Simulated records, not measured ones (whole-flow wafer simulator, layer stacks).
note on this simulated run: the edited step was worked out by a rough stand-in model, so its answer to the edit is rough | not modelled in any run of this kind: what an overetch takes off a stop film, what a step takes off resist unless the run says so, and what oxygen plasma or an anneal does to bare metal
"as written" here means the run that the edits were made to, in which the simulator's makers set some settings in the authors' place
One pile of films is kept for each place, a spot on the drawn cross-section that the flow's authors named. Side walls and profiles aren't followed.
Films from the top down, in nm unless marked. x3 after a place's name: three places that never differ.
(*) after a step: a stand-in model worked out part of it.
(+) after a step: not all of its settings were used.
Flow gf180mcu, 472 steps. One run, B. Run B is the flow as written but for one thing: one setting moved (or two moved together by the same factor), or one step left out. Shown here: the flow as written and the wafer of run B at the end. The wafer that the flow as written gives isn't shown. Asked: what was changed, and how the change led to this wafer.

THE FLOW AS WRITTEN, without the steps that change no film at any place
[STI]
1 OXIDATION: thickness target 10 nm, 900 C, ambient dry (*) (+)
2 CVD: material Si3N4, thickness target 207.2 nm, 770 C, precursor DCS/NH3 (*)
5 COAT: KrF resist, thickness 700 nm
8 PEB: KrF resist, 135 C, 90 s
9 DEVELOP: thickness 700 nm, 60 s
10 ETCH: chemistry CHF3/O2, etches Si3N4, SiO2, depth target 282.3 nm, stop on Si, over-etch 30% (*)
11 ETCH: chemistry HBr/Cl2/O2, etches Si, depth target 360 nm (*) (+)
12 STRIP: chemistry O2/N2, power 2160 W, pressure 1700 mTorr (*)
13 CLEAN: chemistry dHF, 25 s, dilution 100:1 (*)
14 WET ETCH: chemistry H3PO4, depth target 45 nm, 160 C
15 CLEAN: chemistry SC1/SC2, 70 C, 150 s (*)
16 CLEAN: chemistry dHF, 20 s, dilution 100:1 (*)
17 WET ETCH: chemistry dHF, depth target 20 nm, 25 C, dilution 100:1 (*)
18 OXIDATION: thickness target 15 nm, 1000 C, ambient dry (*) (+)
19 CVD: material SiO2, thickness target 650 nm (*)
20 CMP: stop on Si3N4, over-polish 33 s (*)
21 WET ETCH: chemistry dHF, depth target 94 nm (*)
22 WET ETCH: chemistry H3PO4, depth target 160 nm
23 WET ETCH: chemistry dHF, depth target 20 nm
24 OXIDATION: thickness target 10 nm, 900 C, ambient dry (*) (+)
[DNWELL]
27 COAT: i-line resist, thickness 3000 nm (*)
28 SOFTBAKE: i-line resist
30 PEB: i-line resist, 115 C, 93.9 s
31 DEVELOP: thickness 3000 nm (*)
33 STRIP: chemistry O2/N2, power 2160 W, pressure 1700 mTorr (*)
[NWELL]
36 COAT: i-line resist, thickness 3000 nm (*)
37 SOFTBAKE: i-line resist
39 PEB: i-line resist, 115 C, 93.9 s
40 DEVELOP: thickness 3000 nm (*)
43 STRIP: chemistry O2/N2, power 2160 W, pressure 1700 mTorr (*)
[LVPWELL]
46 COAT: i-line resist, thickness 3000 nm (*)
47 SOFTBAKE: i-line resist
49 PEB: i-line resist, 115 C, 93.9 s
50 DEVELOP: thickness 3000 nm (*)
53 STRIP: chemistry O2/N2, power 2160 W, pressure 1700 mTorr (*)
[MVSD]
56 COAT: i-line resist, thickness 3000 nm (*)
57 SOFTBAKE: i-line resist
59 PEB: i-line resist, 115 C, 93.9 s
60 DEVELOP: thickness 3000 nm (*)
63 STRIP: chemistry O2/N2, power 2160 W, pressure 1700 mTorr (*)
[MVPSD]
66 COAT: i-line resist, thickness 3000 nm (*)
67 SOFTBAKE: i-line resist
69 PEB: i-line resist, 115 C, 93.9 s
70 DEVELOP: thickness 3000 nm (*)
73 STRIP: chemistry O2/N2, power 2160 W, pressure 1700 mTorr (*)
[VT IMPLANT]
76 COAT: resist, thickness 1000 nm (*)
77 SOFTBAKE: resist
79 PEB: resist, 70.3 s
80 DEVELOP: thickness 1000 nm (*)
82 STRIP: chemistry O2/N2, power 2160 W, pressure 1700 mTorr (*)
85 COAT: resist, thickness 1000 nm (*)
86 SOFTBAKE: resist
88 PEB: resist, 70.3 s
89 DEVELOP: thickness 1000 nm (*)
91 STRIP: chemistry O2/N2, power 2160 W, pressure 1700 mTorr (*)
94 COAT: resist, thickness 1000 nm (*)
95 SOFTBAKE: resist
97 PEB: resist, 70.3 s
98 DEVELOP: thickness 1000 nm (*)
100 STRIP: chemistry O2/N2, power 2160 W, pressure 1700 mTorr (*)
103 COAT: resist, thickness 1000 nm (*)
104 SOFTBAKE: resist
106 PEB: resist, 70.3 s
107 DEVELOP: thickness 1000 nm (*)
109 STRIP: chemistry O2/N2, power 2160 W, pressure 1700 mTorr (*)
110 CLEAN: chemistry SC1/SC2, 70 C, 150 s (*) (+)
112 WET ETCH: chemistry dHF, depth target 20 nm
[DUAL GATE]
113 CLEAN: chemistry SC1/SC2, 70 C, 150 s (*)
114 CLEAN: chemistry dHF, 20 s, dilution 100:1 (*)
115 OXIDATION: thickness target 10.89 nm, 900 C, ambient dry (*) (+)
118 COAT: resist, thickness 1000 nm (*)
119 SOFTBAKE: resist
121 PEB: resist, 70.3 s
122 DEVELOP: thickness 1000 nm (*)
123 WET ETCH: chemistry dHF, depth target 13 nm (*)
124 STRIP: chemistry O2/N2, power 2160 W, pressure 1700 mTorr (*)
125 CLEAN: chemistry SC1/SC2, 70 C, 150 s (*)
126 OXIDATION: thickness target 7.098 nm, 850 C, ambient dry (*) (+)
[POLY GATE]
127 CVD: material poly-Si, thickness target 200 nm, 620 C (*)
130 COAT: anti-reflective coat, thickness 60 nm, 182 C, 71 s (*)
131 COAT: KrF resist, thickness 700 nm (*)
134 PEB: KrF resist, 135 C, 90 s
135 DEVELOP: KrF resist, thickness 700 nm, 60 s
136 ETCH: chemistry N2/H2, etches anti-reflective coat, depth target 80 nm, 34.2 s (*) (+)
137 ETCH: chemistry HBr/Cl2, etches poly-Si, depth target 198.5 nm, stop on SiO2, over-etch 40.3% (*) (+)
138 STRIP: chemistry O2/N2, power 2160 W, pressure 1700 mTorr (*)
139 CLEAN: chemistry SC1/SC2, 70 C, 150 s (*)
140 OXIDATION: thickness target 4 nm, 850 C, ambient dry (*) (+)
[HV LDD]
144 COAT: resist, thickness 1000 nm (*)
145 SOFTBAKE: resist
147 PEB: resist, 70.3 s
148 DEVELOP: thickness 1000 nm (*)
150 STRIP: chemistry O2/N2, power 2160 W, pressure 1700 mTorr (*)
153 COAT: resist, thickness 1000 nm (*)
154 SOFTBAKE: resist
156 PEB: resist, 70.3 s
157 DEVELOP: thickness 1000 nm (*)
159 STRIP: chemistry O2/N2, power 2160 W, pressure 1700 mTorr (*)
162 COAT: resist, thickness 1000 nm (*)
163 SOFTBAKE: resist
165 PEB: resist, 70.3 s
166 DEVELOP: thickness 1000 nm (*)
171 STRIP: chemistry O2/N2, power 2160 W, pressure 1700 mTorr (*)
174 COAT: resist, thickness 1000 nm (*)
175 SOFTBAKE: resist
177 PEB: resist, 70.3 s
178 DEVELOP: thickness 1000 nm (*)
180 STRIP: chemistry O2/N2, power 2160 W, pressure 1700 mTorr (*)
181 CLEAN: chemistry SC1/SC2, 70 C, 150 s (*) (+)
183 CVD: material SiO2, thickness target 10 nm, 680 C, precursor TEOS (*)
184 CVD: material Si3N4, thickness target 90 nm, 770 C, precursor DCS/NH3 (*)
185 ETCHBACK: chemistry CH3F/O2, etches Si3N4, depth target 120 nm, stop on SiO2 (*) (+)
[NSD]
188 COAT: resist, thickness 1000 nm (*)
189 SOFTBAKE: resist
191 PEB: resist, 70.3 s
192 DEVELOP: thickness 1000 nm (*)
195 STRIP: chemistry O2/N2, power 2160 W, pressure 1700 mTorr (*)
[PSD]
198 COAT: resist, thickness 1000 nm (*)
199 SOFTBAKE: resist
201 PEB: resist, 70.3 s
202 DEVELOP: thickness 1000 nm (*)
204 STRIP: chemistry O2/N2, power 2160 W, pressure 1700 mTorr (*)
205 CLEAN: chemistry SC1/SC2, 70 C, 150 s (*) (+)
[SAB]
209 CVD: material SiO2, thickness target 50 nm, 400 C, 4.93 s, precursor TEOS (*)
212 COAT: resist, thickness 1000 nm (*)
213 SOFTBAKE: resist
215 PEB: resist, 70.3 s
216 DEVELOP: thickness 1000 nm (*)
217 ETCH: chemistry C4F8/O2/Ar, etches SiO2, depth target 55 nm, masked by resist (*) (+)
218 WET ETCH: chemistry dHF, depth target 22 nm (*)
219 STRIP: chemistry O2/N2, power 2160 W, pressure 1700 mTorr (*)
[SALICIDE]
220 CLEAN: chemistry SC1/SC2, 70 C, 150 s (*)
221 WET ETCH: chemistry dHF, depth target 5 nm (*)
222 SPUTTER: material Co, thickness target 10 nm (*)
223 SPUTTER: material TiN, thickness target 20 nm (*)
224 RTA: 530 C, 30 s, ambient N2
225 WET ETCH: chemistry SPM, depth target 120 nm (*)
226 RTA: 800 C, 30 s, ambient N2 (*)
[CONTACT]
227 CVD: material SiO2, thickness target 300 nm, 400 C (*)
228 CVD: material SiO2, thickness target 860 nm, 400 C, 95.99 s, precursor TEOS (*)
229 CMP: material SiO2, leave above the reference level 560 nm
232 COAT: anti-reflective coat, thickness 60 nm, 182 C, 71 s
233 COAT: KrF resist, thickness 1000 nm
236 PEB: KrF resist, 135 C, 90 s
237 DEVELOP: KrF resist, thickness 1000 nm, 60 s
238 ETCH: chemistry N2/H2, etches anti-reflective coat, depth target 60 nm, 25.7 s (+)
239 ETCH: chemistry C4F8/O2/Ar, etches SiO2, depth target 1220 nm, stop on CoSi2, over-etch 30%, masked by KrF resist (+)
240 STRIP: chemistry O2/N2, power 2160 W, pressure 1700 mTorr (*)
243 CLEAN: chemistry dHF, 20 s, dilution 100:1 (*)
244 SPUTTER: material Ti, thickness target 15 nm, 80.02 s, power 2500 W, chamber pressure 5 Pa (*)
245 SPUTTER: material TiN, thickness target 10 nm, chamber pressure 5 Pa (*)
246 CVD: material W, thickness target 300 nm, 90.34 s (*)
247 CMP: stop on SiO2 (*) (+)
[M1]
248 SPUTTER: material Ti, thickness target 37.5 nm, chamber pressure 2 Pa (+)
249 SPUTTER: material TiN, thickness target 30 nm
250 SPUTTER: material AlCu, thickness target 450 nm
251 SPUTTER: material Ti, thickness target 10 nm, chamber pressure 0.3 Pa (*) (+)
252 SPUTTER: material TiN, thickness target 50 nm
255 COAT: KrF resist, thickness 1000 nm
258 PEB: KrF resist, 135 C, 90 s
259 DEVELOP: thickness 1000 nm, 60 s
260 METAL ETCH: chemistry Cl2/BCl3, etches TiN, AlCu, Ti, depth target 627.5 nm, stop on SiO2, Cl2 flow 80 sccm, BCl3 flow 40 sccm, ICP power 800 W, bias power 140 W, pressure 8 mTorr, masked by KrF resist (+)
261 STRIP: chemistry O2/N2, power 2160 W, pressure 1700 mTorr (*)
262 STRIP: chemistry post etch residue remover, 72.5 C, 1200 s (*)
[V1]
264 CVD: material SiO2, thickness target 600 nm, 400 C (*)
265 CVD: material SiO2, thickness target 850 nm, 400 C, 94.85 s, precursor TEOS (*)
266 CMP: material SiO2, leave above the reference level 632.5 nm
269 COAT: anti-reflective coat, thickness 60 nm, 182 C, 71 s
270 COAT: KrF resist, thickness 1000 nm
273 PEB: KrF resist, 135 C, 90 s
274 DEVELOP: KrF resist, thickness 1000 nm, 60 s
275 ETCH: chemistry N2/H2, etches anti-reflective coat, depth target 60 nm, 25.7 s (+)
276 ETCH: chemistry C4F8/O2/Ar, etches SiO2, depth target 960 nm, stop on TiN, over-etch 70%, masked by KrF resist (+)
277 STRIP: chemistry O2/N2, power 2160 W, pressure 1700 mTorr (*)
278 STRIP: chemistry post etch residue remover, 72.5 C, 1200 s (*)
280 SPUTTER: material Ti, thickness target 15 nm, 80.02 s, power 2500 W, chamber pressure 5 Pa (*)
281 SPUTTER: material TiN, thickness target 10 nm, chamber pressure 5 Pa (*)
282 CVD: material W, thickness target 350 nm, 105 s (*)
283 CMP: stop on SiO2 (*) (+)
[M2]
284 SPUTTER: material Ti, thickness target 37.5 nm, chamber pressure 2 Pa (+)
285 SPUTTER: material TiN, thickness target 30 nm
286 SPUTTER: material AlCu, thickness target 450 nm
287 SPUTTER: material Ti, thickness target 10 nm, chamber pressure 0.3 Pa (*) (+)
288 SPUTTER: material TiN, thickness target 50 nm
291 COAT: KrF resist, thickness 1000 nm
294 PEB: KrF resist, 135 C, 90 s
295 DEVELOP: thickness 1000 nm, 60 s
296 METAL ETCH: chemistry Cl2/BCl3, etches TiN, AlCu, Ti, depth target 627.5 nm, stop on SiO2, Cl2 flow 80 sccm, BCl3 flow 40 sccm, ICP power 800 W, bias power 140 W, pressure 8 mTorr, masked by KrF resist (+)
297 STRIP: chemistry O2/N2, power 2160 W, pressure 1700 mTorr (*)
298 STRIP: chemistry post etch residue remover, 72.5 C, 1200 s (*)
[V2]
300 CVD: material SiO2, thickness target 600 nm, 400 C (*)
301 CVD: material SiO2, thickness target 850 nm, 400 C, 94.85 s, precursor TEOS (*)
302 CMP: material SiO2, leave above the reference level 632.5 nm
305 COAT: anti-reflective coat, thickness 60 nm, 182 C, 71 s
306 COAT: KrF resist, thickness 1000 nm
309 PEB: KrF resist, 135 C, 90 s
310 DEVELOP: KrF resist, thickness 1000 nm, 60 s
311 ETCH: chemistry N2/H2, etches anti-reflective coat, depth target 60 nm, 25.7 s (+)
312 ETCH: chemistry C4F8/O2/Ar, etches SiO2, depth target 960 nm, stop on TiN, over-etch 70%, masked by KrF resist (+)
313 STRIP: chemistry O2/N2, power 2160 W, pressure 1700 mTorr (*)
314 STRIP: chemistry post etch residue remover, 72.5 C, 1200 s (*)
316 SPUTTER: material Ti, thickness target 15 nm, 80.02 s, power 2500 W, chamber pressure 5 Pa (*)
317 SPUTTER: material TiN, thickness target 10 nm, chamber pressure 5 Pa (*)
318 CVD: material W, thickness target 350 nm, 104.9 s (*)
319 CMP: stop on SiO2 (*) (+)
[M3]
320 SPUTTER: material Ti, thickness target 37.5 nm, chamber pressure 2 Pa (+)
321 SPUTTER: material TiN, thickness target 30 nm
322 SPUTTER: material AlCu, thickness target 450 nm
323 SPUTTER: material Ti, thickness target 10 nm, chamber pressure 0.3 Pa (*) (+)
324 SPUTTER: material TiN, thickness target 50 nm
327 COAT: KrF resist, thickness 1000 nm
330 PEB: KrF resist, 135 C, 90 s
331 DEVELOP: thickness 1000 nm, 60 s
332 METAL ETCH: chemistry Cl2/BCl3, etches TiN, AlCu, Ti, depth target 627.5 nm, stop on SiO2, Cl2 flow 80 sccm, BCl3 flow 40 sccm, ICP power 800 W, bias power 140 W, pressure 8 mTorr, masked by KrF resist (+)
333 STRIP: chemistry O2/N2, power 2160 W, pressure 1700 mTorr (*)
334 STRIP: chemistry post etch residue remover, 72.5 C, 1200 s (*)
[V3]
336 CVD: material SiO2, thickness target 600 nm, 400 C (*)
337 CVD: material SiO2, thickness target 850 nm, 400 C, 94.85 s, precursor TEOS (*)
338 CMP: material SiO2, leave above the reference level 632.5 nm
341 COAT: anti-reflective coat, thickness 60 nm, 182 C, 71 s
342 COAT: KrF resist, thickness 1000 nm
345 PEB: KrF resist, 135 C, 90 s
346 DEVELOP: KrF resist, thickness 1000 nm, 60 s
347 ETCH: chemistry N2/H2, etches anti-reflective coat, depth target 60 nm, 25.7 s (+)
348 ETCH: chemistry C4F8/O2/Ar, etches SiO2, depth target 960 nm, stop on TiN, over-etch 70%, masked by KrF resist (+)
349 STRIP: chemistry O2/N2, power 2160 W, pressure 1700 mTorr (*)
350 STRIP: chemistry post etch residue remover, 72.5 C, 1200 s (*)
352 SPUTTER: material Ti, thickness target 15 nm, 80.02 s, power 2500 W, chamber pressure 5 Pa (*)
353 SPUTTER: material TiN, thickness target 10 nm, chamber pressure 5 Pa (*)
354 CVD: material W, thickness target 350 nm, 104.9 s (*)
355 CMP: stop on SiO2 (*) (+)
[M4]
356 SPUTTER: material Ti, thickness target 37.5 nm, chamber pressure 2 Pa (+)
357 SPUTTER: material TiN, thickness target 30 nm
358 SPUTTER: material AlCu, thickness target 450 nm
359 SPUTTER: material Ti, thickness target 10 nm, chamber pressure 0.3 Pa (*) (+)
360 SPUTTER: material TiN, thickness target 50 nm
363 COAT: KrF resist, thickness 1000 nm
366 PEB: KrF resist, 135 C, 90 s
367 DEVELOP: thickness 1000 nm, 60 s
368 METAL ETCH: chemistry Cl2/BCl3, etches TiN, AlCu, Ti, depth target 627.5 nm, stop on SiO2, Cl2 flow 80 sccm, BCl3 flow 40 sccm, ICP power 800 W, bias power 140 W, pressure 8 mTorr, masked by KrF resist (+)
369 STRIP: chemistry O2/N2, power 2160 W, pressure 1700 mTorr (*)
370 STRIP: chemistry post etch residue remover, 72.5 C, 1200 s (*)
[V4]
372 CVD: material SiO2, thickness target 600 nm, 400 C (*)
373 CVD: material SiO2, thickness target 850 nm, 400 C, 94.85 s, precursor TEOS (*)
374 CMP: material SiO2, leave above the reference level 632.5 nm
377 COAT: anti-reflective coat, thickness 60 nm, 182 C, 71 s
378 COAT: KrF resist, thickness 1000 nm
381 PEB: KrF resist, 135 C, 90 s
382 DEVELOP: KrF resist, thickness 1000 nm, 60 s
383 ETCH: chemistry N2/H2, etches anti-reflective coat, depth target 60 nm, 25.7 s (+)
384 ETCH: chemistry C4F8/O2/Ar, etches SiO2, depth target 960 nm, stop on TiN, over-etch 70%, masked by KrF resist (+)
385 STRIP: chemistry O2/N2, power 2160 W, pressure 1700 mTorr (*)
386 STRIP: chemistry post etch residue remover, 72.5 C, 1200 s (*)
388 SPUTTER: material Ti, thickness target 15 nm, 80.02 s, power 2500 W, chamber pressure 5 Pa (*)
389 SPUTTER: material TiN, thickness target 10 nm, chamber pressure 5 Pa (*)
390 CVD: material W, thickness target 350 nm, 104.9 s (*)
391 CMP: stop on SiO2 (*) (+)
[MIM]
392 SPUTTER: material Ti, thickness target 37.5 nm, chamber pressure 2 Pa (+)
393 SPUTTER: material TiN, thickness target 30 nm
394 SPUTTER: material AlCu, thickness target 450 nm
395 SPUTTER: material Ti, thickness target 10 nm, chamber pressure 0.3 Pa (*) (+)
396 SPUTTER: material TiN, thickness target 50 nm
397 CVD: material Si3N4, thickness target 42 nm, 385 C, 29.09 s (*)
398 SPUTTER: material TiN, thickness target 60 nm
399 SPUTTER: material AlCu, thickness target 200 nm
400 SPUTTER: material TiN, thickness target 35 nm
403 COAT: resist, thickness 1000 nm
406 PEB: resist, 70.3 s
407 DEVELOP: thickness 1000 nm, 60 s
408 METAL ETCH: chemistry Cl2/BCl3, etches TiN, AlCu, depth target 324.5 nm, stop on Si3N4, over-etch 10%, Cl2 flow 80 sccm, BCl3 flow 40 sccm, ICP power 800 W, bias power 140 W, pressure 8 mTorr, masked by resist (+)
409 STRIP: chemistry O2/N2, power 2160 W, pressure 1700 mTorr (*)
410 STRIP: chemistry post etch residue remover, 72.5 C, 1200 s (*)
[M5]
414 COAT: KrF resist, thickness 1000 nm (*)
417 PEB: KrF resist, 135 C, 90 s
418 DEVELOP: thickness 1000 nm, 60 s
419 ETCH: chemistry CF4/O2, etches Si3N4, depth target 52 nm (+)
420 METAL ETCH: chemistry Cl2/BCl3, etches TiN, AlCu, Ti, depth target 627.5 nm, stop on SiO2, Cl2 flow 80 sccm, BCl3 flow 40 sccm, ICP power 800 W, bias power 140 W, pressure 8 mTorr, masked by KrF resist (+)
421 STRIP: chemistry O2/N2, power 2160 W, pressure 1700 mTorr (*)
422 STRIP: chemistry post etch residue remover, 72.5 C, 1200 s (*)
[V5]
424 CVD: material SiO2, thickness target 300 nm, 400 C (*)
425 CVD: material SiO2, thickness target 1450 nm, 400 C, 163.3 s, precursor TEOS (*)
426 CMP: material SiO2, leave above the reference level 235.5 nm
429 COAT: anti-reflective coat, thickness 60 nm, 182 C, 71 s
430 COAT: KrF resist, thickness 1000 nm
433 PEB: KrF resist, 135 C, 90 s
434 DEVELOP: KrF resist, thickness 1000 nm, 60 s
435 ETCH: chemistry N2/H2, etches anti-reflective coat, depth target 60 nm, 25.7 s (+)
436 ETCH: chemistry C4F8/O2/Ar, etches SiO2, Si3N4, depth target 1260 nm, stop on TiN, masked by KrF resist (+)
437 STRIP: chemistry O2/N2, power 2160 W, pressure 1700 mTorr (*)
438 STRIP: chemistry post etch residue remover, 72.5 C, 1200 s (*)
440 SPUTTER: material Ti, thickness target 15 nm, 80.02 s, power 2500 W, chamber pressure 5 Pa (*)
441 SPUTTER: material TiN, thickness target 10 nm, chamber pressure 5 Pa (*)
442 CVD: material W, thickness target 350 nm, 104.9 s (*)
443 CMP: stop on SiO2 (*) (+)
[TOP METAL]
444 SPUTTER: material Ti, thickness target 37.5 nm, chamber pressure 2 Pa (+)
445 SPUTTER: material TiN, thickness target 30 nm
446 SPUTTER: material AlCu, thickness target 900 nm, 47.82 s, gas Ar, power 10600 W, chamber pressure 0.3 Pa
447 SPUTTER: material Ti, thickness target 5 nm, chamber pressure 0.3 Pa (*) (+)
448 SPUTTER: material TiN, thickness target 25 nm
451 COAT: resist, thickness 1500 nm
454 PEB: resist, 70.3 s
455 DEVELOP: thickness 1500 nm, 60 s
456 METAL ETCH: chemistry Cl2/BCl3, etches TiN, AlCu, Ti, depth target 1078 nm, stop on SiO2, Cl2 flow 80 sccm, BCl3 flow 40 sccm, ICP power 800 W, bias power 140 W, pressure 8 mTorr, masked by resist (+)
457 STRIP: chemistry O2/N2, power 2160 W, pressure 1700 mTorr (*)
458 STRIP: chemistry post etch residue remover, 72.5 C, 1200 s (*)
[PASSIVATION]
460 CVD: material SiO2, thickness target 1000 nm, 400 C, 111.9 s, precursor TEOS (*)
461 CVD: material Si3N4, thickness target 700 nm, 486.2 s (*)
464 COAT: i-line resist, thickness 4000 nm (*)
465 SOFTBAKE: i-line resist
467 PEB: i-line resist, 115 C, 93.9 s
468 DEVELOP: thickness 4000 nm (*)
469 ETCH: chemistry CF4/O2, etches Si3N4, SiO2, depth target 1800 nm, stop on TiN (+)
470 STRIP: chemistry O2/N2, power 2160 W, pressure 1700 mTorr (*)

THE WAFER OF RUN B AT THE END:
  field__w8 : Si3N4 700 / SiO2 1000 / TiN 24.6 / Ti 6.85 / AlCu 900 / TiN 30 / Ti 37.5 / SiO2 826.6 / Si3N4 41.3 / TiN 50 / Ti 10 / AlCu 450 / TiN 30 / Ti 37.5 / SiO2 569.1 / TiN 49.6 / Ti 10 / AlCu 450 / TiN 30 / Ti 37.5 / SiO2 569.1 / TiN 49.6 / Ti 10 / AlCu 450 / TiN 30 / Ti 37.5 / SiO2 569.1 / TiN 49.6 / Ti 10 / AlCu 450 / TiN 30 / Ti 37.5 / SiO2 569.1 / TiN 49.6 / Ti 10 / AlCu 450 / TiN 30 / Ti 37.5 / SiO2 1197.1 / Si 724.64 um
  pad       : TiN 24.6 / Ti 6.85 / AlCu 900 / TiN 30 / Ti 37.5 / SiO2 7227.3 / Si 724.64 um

The cause: step 447, SPUTTER: thickness target 6.85 nm was run, where the flow has thickness target 5 nm.
It can be read off the wafer: field__w8 has Ti 6.85, and step 447 as written asks for 5 nm.

How the change led to this, step by step:
  447 SPUTTER: material Ti, thickness target 5 nm, chamber pressure 0.3 Pa (*) (+)
      field, field__w1, field__w2 and 109 more: Ti +6.85 (new film) (as written it would be: Ti +5 (new film))
  456 METAL ETCH: chemistry Cl2/BCl3, etches TiN, AlCu, Ti, depth target 1078 nm, stop on SiO2, Cl2 flow 80 sccm, BCl3 flow 40 sccm, ICP power 800 W, bias power 140 W, pressure 8 mTorr, masked by resist (+)
      field, field__w1, field__w2 and 103 more: TiN -25 (all of it), Ti -6.85 (all of it), AlCu -900 (all of it), TiN -30 (all of it), Ti -37.5 (all of it) (as written it would be: TiN -25 (all of it), Ti -5 (all of it), AlCu -900 (all of it), TiN -30 (all of it), Ti -37.5 (all of it))
